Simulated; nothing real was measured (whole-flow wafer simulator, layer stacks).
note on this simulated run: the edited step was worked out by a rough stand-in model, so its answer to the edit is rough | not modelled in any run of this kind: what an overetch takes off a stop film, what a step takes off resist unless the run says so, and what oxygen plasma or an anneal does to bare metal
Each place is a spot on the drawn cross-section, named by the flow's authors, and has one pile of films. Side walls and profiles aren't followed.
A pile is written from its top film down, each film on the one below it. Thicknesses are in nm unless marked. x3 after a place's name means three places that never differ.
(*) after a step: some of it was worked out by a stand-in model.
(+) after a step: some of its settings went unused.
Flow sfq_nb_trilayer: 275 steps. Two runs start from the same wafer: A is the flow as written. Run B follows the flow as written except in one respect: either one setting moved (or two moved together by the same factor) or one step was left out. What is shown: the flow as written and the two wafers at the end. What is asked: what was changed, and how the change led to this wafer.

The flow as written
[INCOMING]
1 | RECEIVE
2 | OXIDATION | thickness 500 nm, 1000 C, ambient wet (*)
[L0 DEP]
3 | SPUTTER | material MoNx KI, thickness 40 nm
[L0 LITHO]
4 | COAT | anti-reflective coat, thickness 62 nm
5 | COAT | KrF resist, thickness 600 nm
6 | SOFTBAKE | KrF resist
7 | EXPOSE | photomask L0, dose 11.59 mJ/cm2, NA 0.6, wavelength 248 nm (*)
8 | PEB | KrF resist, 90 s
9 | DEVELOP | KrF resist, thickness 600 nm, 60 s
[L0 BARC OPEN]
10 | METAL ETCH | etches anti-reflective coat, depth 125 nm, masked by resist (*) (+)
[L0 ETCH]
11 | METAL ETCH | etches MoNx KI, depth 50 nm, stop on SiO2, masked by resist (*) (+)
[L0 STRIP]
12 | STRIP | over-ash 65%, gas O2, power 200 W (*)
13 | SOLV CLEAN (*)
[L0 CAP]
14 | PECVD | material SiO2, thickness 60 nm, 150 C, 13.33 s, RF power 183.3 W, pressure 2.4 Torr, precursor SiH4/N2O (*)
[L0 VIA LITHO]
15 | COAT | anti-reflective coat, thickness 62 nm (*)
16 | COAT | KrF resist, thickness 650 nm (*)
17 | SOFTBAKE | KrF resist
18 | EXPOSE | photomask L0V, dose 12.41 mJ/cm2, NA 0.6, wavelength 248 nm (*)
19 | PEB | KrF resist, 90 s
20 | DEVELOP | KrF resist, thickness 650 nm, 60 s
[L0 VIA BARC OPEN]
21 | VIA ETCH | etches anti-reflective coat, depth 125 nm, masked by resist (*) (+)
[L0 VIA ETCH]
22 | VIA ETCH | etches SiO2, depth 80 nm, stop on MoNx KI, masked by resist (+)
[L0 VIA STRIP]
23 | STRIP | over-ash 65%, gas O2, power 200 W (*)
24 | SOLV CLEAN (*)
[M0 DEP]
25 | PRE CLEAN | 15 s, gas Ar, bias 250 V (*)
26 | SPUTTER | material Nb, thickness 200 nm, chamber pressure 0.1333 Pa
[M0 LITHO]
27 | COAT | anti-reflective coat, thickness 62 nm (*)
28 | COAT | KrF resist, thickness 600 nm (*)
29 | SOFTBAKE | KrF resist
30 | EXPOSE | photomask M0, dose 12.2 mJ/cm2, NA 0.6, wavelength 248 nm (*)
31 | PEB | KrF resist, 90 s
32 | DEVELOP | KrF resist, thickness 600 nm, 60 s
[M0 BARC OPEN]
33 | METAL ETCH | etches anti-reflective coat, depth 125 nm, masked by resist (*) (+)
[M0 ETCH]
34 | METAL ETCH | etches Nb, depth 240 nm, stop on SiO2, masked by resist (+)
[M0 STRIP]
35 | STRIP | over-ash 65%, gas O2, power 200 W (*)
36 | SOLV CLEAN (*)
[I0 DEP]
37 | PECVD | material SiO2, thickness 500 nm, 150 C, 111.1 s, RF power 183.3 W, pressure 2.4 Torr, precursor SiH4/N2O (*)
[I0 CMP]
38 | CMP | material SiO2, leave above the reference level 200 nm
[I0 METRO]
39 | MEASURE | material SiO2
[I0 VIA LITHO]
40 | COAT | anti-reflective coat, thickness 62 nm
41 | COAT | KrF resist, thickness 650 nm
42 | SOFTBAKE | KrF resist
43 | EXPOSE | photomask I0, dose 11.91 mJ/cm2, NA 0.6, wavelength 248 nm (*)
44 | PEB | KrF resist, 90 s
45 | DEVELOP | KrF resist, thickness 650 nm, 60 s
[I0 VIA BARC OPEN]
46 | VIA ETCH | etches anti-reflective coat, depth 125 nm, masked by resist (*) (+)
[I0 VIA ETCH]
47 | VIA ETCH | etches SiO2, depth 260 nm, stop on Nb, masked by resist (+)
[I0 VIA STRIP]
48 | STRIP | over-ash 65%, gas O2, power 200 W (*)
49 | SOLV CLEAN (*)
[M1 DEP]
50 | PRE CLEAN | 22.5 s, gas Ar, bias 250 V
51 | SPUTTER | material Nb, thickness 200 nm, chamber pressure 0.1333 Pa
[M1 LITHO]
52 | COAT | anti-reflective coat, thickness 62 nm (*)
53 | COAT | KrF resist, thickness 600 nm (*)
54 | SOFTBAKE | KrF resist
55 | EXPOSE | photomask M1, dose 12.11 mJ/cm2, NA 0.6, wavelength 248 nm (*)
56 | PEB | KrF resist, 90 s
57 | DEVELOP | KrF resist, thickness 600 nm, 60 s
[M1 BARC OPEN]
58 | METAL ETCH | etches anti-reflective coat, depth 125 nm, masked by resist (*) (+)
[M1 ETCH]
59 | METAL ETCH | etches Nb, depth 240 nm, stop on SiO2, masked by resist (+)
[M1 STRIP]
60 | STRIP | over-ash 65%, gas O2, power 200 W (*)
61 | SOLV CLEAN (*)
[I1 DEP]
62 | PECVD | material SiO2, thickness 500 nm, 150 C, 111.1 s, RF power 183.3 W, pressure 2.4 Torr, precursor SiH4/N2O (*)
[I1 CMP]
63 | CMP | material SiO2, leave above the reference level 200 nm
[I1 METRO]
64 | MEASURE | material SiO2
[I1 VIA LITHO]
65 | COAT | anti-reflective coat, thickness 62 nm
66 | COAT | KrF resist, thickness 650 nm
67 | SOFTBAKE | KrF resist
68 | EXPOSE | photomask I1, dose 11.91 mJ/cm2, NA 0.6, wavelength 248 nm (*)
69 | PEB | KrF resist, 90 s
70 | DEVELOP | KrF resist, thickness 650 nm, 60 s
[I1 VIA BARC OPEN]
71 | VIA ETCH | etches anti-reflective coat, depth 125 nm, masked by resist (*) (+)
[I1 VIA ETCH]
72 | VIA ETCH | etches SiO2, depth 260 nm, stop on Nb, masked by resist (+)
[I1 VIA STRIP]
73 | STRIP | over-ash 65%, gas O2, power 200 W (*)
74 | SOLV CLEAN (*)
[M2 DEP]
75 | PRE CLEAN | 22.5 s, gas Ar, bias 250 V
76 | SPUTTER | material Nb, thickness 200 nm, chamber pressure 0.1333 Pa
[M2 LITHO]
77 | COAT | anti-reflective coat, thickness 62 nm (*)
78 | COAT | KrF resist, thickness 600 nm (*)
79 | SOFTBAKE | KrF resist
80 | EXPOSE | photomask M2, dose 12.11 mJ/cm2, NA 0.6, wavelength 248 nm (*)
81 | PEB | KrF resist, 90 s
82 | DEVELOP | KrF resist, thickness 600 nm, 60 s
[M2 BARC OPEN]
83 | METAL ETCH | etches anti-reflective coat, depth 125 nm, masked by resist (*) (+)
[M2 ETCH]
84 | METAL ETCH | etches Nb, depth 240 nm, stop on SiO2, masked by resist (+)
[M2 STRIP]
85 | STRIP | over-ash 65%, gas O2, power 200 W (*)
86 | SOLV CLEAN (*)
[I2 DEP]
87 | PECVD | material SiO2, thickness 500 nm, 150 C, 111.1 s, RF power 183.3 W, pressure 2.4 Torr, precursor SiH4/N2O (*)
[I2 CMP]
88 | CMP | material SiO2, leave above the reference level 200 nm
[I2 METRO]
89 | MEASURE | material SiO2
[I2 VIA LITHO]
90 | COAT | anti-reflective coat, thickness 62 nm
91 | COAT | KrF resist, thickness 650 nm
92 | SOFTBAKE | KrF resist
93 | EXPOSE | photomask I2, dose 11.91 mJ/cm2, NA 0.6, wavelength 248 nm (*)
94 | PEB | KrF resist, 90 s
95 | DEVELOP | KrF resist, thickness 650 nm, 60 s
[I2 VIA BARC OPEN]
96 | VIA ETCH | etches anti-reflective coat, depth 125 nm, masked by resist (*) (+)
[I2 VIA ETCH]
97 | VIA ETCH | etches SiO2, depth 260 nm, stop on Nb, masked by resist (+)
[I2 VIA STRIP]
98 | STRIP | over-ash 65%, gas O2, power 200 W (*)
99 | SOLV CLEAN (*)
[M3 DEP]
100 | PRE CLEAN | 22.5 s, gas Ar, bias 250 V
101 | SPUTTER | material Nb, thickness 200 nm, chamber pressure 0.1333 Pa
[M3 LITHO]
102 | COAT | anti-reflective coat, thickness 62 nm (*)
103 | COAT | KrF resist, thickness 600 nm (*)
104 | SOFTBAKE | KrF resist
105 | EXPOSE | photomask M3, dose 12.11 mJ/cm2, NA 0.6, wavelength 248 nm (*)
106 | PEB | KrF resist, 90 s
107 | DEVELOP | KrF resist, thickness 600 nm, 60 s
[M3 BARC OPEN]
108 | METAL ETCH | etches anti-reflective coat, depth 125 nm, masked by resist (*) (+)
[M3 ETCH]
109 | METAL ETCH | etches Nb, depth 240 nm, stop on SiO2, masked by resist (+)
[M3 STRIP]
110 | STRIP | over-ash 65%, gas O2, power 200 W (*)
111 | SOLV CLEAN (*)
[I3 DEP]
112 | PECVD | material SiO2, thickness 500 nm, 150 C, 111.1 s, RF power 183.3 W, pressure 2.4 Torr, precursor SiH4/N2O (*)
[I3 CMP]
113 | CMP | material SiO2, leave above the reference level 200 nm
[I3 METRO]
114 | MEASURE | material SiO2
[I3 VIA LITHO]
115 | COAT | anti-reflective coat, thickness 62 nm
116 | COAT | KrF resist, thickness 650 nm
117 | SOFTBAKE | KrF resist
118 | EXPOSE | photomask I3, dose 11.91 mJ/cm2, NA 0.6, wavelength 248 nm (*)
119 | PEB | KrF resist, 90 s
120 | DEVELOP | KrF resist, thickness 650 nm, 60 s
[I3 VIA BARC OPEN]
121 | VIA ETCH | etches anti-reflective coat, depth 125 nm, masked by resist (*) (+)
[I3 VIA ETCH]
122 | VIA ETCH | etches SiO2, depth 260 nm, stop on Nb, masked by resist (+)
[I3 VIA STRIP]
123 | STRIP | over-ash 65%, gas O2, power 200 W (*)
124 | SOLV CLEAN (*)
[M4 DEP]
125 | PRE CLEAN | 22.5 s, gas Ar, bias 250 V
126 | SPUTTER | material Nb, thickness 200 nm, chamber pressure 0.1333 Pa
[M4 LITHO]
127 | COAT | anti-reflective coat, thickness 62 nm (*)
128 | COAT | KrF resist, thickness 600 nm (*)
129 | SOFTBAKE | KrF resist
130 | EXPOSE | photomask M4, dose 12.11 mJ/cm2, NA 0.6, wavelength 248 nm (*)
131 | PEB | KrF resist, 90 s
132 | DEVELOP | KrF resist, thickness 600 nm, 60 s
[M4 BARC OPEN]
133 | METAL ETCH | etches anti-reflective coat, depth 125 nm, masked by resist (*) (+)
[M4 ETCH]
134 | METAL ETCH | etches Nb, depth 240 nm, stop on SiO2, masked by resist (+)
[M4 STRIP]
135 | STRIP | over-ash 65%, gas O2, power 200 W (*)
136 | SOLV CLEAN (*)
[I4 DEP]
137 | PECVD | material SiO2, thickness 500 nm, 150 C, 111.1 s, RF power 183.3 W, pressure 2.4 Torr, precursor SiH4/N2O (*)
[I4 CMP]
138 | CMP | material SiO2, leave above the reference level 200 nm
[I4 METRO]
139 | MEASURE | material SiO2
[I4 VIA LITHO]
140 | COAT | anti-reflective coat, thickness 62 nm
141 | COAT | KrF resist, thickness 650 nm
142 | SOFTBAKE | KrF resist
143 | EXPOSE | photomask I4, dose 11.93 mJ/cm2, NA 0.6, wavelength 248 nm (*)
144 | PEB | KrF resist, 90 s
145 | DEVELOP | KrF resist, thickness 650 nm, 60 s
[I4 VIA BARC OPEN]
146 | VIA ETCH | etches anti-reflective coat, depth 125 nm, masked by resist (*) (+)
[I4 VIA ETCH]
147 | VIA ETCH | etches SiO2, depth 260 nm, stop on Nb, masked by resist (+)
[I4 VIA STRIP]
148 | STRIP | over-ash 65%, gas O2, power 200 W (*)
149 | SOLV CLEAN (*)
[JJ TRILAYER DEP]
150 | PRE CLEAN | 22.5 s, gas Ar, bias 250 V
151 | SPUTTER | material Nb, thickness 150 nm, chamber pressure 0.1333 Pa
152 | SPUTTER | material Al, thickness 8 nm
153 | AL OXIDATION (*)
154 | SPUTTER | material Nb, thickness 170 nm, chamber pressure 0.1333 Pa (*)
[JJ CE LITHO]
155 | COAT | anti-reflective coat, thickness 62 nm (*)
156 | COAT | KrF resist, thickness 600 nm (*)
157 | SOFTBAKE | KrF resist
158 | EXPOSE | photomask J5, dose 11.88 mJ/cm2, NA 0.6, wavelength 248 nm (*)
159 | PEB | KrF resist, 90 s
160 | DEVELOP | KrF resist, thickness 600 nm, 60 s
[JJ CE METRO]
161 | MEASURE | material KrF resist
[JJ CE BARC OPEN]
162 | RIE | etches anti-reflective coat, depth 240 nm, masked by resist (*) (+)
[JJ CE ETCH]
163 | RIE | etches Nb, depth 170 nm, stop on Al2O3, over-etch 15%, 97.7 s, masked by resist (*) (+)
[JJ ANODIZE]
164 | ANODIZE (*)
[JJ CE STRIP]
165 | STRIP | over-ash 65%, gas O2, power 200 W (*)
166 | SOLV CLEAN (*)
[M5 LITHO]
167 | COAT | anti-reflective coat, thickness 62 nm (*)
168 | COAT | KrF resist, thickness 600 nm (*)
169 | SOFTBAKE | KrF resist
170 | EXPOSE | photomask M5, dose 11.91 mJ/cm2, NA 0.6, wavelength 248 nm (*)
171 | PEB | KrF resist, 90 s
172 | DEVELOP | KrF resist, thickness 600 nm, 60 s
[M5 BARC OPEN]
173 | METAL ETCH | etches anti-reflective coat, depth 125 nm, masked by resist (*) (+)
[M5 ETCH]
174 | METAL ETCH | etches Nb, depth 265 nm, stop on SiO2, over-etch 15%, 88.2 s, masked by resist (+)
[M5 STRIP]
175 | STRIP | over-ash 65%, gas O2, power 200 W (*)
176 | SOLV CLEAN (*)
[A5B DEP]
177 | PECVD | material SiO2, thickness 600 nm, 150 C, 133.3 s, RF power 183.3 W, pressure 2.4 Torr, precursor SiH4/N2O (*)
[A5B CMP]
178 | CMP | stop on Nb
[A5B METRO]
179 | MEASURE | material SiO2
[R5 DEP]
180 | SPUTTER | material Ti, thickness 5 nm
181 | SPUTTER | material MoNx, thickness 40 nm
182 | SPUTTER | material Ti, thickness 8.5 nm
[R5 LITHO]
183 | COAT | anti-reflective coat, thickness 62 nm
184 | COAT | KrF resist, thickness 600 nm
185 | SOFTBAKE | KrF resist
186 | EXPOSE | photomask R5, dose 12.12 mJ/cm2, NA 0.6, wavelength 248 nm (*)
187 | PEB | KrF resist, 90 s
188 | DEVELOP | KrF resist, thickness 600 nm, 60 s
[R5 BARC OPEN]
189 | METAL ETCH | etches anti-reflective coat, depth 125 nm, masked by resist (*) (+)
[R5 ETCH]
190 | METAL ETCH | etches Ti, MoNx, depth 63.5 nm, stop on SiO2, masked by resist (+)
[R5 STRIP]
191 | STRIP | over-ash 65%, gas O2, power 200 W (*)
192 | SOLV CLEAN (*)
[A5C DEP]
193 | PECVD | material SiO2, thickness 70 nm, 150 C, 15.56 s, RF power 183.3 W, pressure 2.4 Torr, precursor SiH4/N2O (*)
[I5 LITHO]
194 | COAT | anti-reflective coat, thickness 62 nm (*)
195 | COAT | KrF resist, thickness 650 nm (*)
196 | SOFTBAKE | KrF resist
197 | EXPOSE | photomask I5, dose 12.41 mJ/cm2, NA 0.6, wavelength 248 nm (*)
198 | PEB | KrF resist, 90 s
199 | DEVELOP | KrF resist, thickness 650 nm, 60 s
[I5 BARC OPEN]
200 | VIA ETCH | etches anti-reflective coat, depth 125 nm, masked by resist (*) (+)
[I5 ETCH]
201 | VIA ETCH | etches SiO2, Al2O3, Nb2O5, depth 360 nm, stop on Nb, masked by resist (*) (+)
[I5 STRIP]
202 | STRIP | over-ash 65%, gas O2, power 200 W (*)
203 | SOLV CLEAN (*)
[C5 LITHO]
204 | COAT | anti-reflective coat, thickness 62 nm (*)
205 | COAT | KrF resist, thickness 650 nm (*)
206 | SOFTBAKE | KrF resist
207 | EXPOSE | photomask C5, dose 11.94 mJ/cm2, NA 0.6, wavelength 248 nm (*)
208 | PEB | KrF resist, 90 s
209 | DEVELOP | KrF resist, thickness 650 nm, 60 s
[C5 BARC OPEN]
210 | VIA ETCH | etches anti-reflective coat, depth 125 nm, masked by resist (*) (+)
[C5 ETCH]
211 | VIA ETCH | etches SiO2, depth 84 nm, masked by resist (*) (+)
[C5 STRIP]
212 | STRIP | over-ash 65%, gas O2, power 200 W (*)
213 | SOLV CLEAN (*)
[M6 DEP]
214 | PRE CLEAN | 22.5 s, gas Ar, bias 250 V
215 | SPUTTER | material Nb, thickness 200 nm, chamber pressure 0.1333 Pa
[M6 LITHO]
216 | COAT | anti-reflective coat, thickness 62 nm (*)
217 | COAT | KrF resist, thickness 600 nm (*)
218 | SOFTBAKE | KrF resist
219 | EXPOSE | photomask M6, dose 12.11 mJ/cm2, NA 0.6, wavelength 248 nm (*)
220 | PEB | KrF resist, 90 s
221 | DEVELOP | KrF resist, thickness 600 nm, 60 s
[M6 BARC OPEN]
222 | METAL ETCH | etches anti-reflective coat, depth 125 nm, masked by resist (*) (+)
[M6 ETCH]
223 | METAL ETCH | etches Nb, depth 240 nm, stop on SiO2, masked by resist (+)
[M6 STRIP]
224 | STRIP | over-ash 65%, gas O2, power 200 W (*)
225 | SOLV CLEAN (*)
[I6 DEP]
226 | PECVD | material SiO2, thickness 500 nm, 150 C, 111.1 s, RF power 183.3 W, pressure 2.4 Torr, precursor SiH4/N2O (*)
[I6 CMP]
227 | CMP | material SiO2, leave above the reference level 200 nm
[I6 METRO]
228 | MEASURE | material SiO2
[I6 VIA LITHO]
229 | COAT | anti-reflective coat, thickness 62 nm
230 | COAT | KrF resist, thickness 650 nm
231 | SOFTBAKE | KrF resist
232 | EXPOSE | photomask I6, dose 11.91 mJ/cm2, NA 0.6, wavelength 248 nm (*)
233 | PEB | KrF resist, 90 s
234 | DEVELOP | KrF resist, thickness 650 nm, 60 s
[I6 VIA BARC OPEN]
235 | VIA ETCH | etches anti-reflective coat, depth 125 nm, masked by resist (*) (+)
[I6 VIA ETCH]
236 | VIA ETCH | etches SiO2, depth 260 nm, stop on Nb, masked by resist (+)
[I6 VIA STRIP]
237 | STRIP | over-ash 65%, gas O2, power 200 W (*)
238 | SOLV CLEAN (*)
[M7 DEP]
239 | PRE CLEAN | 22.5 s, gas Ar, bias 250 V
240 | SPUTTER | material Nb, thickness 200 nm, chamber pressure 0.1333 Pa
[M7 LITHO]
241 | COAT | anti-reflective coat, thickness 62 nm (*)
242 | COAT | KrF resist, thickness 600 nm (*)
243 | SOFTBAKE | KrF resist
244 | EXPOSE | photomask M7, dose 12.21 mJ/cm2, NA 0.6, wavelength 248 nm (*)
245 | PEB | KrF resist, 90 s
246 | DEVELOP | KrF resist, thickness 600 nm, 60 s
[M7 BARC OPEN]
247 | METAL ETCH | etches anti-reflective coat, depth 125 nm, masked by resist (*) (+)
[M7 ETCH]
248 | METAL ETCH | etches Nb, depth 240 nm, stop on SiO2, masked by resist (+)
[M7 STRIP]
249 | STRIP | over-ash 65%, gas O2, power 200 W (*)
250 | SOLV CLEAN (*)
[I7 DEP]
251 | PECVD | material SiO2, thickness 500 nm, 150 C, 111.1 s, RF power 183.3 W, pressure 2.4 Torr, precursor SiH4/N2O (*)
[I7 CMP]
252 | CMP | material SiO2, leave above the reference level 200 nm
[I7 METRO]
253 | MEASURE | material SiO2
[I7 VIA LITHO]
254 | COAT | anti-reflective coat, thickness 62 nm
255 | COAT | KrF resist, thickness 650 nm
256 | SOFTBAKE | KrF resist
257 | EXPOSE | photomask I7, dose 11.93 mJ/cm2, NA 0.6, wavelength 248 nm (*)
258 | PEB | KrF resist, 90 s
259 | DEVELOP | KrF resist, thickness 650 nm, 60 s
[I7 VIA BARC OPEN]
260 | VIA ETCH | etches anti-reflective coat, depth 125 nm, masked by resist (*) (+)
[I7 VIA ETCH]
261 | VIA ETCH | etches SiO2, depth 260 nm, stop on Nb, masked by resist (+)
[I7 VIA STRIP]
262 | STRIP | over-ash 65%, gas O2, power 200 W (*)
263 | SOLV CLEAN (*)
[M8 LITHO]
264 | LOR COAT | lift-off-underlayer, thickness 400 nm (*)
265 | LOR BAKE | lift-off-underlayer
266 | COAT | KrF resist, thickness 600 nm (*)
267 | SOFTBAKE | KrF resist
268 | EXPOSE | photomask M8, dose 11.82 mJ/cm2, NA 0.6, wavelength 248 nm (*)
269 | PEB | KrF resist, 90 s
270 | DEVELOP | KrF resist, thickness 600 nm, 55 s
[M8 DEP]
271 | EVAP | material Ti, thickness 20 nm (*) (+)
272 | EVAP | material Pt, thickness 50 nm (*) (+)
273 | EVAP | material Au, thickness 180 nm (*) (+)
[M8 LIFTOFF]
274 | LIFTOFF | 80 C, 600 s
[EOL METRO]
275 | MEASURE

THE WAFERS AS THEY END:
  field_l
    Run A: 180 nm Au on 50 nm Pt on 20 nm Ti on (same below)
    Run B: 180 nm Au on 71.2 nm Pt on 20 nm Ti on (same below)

What caused this: step 272, EVAP: thickness 71.2 nm was run, though the flow has thickness 50 nm.
The wafer lets one read it off: field_l has Pt 71.2, and step 272 as written asks for 50 nm.

Step by step, how the change led to this:
  272 | EVAP | material Pt, thickness 50 nm (*) (+)
      field_l, v_sur, via_wl and 103 more: A +50 Pt (new film) | B +71.2 Pt (new film)
  274 | LIFTOFF | 80 C, 600 s
      p4_fl, p4_fm, p4_w1 and 71 more: A -180 Au (all of it), -50 Pt (all of it), -20 Ti (all of it), -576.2 KrF resist (all of it), -400 lift-off-underlayer (all of it) | B -180 Au (all of it), -71.2 Pt (all of it), -20 Ti (all of it), -576.2 KrF resist (all of it), -400 lift-off-underlayer (all of it)
      c5j, ce_r: A -180 Au (all of it), -50 Pt (all of it), -20 Ti (all of it), -573.3 KrF resist (all of it), -399.3 lift-off-underlayer (all of it) | B -180 Au (all of it), -71.2 Pt (all of it), -20 Ti (all of it), -573.3 KrF resist (all of it), -399.3 lift-off-underlayer (all of it)
      (and at 19 other places as well)
